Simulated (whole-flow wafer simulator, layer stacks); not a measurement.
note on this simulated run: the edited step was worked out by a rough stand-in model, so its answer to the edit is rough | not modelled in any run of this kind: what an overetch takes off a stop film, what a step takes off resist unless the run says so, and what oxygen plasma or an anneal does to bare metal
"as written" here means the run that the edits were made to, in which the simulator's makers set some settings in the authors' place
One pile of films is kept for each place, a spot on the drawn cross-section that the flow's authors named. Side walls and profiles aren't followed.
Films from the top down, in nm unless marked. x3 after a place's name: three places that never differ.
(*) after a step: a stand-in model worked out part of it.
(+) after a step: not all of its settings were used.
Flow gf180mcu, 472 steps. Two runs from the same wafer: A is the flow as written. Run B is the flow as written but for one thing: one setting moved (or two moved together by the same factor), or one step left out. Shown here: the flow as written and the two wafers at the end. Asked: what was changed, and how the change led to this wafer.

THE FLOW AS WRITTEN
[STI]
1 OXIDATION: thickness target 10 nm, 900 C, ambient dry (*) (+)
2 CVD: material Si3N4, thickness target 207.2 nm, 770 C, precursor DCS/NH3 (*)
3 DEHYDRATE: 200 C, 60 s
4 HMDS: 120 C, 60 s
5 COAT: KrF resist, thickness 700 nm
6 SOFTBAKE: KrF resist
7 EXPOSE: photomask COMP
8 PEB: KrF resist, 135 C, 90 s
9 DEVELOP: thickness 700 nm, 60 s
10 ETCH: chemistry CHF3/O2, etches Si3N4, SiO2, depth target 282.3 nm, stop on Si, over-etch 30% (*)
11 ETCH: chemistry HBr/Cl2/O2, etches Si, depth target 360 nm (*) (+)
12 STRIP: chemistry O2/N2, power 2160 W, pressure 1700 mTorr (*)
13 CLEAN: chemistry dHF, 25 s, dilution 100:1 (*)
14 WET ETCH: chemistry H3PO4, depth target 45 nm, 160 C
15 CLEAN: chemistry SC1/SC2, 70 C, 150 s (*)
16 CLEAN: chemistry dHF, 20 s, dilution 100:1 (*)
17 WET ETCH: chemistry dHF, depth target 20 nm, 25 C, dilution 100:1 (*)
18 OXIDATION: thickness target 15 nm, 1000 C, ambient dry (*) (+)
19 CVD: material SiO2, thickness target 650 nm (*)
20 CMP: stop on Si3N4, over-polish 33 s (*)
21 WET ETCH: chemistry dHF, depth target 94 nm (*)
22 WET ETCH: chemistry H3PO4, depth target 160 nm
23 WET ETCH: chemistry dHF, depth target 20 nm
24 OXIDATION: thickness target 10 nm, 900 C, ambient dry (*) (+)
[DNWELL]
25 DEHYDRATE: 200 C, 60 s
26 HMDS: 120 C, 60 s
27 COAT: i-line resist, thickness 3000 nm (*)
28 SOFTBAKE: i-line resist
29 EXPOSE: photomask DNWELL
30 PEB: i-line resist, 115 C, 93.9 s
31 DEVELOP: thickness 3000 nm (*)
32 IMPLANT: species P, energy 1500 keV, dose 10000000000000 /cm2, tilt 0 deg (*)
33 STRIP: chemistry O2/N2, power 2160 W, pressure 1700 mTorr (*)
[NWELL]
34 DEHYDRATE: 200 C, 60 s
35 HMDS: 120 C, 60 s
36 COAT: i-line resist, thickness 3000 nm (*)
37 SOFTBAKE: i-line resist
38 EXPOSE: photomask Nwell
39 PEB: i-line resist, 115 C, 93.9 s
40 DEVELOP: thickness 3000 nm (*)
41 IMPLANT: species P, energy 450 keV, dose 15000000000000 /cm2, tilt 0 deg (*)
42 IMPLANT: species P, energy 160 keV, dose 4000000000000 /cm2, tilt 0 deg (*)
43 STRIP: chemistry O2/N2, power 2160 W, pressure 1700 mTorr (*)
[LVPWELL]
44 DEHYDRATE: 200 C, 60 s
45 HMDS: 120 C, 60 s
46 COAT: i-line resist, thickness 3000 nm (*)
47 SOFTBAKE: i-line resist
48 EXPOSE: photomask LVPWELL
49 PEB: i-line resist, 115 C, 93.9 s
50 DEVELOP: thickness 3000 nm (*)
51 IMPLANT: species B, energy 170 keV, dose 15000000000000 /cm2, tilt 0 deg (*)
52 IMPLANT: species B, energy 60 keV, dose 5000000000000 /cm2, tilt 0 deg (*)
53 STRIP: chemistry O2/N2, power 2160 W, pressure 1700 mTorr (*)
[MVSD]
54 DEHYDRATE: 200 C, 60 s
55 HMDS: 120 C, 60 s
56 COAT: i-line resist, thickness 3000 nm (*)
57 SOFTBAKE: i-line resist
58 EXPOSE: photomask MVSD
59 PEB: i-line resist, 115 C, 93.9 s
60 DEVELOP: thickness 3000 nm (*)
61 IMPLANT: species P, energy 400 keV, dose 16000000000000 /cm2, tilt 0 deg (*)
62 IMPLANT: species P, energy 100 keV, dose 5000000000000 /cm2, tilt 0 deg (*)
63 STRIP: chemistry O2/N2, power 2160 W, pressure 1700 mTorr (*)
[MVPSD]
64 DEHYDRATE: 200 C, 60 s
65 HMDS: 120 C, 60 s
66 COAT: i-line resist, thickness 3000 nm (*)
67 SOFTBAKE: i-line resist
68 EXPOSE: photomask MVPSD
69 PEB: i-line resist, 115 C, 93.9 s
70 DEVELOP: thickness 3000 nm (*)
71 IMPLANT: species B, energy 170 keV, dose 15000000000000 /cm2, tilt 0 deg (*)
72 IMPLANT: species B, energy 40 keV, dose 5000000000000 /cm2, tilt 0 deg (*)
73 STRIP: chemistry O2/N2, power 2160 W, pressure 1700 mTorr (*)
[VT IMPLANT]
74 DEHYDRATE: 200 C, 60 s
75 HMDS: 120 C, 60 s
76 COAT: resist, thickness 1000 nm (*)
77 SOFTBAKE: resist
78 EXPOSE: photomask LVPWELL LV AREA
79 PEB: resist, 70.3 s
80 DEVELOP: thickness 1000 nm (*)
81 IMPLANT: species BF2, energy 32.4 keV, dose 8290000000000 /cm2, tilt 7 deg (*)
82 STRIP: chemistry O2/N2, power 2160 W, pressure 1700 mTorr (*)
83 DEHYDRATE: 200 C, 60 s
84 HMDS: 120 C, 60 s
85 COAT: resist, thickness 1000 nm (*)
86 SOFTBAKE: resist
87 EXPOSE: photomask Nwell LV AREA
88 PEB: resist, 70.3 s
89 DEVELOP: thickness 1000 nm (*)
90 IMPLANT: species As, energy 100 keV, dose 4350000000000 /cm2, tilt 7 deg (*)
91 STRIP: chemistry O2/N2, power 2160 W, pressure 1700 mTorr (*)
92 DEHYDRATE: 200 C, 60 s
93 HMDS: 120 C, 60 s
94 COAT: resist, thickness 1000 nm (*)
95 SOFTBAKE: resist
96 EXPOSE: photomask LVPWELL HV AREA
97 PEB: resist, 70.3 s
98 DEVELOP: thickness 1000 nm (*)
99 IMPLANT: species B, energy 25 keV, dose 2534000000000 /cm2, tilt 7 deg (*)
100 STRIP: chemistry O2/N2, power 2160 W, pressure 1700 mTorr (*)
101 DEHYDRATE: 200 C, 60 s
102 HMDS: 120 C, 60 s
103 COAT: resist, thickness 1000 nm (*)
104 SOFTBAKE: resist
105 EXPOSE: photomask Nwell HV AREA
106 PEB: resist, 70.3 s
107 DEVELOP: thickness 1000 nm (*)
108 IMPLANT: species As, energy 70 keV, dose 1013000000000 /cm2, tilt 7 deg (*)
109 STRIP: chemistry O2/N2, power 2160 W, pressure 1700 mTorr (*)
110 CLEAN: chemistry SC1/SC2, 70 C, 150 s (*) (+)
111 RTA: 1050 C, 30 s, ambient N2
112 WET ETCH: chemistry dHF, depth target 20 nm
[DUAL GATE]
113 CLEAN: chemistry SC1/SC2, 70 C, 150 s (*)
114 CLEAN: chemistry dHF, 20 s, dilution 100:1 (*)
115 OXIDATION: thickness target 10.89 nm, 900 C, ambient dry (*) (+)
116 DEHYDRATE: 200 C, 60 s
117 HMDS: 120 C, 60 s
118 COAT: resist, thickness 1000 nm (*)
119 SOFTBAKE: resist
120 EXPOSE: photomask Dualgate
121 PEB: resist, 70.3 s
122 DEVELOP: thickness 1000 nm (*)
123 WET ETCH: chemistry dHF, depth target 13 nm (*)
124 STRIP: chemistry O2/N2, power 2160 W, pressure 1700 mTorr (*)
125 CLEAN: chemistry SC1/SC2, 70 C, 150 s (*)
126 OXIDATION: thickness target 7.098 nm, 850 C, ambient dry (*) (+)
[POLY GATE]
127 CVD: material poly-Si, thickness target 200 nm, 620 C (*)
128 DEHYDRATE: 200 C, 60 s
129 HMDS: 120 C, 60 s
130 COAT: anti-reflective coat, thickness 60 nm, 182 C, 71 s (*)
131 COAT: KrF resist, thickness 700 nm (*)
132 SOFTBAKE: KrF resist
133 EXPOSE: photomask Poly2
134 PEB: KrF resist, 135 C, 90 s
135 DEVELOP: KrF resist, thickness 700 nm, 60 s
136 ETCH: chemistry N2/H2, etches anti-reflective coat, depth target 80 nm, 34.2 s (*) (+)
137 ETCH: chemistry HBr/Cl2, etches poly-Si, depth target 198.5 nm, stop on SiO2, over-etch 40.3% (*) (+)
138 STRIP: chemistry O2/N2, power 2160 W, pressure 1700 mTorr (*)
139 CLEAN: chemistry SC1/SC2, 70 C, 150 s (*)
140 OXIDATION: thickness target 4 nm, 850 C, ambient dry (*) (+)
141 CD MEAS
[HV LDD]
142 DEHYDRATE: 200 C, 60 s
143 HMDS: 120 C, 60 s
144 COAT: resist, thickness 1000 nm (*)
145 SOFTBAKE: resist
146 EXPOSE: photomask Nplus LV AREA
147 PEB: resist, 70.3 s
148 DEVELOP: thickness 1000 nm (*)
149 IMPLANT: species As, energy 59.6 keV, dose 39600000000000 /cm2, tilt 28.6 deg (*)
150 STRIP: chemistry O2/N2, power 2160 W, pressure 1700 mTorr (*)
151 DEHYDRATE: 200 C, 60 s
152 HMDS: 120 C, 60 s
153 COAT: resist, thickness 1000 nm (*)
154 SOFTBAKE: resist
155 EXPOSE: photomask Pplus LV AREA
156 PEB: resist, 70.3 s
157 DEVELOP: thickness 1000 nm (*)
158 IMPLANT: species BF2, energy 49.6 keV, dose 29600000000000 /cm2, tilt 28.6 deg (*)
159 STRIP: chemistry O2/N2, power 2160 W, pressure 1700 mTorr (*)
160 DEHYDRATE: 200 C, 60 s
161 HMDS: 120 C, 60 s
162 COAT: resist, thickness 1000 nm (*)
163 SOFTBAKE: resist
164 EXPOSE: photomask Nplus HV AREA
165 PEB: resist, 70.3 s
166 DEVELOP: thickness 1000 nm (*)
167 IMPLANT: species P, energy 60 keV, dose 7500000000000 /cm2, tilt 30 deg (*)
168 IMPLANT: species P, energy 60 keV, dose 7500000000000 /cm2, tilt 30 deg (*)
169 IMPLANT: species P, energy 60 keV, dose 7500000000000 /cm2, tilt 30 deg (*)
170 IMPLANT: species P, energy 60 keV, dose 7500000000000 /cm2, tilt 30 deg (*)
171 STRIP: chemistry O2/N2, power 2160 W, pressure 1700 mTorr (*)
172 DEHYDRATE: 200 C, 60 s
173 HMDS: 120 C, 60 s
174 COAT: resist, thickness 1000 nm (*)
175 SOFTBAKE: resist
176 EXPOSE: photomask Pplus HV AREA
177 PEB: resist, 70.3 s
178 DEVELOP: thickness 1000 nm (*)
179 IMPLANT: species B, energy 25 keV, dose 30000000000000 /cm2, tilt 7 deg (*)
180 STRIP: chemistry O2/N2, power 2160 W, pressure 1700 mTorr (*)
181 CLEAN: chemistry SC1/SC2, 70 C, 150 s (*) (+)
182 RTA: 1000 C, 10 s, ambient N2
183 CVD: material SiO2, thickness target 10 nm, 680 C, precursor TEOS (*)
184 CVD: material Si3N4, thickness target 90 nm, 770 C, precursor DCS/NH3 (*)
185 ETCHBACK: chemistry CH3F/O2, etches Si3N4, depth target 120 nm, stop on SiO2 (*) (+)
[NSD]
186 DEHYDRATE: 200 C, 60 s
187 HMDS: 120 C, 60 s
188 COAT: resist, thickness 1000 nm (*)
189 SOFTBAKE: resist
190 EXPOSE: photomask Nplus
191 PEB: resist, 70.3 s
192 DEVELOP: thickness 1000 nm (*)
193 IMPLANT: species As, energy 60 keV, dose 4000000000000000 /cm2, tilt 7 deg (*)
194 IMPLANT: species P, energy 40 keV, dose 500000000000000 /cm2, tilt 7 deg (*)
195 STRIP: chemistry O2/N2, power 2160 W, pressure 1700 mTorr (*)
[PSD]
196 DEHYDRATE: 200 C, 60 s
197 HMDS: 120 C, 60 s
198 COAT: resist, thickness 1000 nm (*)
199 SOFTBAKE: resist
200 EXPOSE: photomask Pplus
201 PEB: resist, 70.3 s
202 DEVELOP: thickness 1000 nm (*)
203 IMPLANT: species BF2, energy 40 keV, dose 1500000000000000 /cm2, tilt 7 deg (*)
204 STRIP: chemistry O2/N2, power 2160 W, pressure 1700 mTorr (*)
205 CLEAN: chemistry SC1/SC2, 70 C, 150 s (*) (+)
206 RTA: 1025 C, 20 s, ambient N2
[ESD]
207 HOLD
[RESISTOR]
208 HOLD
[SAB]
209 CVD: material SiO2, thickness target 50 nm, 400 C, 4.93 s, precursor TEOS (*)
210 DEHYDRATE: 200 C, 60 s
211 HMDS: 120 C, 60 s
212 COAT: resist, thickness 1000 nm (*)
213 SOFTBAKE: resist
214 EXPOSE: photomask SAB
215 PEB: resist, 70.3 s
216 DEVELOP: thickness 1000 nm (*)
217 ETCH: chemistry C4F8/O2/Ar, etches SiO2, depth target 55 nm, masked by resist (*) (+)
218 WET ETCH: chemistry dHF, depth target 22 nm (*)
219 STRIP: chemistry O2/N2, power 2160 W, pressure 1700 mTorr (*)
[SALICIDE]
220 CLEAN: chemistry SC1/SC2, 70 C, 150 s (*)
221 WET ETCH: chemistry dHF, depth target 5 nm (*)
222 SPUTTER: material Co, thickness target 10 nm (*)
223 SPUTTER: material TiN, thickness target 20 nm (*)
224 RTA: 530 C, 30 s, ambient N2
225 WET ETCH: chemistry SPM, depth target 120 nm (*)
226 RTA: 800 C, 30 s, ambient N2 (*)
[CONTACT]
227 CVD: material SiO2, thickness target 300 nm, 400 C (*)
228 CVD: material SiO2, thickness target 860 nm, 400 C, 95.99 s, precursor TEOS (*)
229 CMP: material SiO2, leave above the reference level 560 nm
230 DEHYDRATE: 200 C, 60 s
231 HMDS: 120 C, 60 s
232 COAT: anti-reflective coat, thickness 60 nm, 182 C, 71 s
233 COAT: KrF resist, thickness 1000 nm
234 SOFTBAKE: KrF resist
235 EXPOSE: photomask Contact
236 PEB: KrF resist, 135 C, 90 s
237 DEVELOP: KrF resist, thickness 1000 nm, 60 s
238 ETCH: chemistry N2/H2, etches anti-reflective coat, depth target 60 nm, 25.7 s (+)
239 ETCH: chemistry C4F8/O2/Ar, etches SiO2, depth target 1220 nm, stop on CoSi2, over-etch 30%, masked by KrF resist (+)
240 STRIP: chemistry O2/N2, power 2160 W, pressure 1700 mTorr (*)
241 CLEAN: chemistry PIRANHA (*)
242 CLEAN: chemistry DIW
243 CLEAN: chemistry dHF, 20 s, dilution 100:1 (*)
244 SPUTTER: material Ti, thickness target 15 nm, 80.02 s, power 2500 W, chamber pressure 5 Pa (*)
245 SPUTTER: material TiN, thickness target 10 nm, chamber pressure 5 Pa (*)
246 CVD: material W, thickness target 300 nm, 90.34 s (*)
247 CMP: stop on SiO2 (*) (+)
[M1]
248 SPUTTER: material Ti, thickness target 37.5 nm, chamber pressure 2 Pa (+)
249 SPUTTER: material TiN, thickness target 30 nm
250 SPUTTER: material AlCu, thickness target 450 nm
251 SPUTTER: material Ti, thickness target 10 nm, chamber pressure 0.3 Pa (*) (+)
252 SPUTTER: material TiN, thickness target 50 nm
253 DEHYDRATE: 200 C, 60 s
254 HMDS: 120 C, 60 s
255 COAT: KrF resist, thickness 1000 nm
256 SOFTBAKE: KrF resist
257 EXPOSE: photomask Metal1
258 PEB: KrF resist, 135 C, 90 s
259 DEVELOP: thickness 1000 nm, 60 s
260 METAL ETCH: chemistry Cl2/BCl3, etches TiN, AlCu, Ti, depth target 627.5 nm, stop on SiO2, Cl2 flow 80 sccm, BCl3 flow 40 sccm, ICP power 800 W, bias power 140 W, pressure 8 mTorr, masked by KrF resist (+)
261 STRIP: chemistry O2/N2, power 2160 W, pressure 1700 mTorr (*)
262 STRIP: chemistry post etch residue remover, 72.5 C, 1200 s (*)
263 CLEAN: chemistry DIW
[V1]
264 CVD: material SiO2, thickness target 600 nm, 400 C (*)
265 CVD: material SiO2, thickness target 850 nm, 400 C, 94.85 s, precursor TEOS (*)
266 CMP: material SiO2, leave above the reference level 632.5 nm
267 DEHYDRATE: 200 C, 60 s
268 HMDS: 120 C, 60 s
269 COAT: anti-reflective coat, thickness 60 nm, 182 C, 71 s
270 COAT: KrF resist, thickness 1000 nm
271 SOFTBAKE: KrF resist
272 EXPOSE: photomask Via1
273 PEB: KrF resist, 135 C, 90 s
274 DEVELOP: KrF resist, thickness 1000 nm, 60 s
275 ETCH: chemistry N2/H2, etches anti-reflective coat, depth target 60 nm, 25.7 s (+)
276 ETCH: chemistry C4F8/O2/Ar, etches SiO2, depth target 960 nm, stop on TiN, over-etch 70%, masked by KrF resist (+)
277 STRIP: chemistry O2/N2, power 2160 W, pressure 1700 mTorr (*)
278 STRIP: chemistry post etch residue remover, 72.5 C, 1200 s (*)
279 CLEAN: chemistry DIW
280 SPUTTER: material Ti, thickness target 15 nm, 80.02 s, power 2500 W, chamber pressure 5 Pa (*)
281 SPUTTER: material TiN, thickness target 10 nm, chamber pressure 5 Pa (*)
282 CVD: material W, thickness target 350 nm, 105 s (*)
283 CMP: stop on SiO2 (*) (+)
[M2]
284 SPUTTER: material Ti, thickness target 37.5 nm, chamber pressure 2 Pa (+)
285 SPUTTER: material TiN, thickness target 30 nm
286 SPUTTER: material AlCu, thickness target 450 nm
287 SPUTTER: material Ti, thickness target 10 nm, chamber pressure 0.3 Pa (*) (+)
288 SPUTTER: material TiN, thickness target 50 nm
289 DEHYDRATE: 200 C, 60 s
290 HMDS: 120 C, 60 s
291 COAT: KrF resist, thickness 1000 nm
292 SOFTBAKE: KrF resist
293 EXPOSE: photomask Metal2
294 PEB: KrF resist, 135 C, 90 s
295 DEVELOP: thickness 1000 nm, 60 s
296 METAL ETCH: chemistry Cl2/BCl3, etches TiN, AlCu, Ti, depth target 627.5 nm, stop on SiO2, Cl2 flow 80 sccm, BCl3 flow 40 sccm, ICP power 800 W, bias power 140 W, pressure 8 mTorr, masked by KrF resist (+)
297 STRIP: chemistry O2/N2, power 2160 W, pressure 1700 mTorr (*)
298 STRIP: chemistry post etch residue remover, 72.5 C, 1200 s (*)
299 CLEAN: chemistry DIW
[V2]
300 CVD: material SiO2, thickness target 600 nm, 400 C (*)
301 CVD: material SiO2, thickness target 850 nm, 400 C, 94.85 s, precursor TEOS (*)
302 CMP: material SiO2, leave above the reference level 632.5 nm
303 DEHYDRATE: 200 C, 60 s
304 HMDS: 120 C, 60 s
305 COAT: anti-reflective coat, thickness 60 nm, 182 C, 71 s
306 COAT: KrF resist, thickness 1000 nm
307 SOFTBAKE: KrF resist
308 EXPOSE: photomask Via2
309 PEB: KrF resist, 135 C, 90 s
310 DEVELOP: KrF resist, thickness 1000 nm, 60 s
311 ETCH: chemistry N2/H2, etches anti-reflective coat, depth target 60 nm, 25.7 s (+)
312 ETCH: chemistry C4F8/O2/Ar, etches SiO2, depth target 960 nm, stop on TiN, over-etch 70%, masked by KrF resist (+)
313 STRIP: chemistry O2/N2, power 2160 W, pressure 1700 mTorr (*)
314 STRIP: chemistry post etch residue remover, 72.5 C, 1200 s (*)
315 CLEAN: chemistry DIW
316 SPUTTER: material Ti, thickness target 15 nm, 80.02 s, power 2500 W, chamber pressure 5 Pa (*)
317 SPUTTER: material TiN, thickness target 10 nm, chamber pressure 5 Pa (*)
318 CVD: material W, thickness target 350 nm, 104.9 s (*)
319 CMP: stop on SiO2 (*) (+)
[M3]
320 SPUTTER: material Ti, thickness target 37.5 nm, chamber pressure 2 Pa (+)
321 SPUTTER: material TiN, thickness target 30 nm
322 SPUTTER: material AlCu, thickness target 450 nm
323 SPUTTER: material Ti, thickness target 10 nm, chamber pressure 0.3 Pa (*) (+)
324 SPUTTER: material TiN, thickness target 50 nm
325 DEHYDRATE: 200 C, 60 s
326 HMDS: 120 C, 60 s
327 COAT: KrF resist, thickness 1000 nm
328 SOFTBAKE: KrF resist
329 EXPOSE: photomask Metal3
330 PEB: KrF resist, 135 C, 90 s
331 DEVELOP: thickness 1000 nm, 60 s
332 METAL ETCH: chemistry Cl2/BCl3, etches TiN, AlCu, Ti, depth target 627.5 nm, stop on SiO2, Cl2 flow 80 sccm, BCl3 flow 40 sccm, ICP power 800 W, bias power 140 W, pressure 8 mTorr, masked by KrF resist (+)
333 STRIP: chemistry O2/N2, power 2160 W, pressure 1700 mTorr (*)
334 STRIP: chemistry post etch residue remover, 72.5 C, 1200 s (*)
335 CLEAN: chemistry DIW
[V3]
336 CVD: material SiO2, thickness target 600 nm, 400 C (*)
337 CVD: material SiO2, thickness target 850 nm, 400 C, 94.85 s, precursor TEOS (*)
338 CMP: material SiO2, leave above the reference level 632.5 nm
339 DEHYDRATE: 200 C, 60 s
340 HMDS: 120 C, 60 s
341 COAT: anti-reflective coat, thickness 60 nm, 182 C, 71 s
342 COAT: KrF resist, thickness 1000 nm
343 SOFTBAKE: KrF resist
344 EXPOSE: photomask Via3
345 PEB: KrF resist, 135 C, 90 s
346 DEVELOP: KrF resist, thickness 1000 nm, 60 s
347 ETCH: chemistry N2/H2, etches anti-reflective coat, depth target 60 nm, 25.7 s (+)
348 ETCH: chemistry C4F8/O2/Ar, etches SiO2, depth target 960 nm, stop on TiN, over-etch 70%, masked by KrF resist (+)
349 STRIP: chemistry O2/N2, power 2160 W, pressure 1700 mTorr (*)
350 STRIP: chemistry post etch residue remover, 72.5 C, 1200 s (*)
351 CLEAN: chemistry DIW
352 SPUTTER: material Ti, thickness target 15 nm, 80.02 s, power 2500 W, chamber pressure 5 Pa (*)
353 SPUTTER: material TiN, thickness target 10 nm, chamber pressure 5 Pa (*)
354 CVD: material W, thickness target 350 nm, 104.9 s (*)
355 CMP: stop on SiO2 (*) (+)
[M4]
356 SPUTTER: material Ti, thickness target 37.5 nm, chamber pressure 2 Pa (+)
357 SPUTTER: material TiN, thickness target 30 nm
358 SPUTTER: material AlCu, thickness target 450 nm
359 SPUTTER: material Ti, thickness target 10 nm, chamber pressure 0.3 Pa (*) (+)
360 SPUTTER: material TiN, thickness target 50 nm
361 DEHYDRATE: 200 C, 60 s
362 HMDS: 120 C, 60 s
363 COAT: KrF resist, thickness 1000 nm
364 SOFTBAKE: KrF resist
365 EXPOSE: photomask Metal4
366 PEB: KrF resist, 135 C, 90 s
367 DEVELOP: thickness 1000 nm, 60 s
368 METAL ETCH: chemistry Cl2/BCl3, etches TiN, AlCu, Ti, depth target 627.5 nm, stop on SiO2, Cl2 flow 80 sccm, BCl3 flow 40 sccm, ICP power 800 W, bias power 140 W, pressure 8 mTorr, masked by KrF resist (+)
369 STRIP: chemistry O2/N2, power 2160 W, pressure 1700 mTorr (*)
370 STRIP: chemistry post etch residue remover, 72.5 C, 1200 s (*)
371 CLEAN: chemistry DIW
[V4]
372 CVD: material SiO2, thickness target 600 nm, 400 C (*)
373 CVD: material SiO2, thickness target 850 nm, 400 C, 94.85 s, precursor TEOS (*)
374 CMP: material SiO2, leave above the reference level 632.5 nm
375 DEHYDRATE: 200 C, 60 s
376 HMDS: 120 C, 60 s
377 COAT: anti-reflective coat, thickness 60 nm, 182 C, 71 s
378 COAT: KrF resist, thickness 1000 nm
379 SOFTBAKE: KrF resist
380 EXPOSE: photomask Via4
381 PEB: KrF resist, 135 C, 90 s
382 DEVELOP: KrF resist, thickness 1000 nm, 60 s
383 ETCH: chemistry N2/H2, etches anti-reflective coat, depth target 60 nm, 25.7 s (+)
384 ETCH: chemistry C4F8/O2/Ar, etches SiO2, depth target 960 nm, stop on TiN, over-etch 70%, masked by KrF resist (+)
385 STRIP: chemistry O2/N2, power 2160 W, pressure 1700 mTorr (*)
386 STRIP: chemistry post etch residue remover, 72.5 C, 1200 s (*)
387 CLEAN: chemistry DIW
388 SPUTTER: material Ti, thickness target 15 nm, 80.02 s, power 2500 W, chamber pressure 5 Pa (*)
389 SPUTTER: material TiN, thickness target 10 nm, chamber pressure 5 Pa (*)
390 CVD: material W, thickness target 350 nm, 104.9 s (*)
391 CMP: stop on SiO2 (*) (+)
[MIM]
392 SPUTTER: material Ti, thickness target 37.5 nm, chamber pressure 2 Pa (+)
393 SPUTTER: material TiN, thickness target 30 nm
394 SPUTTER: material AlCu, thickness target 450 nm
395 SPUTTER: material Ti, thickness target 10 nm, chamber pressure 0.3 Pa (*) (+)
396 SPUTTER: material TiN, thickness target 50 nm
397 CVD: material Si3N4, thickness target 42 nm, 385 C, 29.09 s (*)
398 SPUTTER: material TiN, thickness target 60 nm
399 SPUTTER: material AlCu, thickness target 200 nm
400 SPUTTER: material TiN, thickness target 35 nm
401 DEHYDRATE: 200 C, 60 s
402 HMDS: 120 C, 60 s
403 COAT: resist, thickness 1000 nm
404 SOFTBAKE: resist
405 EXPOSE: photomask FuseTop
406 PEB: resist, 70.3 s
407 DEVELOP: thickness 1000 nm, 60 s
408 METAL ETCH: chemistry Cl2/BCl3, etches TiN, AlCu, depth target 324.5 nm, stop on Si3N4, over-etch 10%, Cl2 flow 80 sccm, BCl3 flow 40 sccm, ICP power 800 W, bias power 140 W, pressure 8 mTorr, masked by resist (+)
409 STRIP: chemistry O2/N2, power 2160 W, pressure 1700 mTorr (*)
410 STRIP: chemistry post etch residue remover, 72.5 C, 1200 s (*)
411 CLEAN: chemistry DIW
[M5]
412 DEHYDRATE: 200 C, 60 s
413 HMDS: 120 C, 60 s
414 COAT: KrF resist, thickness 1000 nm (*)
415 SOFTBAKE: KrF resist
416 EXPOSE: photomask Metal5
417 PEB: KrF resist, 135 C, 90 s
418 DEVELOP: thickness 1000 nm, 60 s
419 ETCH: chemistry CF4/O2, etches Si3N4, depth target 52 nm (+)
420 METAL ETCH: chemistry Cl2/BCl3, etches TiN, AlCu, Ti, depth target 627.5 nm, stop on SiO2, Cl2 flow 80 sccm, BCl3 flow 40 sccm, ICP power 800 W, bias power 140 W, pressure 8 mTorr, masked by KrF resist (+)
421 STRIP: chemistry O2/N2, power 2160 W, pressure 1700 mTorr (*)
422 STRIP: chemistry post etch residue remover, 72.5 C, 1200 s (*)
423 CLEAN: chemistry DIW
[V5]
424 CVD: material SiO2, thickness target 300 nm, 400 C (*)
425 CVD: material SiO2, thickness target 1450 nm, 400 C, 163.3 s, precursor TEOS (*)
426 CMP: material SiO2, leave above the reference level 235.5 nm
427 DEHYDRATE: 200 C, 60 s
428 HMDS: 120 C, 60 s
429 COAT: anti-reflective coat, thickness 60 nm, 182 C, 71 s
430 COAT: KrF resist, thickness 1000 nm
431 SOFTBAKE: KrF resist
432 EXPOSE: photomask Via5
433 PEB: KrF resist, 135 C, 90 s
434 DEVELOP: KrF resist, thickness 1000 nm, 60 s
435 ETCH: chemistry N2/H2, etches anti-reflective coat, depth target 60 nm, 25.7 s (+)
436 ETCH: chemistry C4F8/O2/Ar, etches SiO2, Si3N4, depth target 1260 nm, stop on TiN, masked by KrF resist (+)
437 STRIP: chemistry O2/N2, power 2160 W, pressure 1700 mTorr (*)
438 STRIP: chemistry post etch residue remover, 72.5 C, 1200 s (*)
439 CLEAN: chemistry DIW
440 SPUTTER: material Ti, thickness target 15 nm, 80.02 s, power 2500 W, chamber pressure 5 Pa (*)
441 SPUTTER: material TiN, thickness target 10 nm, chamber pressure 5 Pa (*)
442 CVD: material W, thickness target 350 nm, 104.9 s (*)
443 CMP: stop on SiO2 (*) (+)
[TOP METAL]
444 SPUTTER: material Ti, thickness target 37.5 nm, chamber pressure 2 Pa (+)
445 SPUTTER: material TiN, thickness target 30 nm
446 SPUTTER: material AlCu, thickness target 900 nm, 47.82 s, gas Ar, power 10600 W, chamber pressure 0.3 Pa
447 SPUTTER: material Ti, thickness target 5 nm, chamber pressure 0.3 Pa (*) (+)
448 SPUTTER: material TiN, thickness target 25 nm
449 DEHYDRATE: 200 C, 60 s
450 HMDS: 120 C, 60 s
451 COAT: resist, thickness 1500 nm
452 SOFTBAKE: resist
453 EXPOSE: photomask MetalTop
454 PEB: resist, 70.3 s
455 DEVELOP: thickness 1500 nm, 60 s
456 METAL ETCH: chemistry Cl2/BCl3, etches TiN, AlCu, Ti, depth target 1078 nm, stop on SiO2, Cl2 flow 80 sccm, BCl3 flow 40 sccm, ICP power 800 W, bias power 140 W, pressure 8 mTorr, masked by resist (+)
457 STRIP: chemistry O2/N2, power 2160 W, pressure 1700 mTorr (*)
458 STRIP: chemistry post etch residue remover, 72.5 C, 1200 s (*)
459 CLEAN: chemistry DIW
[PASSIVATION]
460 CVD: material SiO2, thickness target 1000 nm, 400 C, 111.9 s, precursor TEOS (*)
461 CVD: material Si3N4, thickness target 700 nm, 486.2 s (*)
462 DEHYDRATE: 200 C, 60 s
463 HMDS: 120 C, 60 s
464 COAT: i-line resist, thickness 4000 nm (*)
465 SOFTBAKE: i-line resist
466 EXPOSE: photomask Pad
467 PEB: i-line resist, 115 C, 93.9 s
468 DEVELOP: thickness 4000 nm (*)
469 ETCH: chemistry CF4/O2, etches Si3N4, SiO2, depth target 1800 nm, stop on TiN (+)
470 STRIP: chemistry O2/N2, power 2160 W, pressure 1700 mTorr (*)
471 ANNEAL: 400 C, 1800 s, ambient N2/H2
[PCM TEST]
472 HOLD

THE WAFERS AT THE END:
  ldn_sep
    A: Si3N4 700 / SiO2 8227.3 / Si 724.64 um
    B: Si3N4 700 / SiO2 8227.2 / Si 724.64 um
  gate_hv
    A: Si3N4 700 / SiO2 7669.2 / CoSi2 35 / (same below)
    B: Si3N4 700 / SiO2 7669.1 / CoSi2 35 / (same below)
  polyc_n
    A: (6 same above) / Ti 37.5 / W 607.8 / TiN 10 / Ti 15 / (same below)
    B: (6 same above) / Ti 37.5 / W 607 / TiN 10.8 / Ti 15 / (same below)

The cause: step 245, SPUTTER: thickness target 10.8 nm was run, where the flow has thickness target 10 nm.
It can be read off the wafer: polyc_n has TiN 10.8, and step 245 as written asks for 10 nm.

How the change led to this, step by step:
  245 SPUTTER: material TiN, thickness target 10 nm, chamber pressure 5 Pa (*)
      field, field__w1, field__w2 and 107 more: A TiN +10 (new film) | B TiN +10.8 (new film)
  247 CMP: stop on SiO2 (*) (+)
      field, field__w1, field__w2 and 105 more: A W -300 (all of it), TiN -10 (all of it), Ti -15 (all of it), SiO2 -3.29 | B W -300 (all of it), TiN -10.8 (all of it), Ti -15 (all of it), SiO2 -3.3
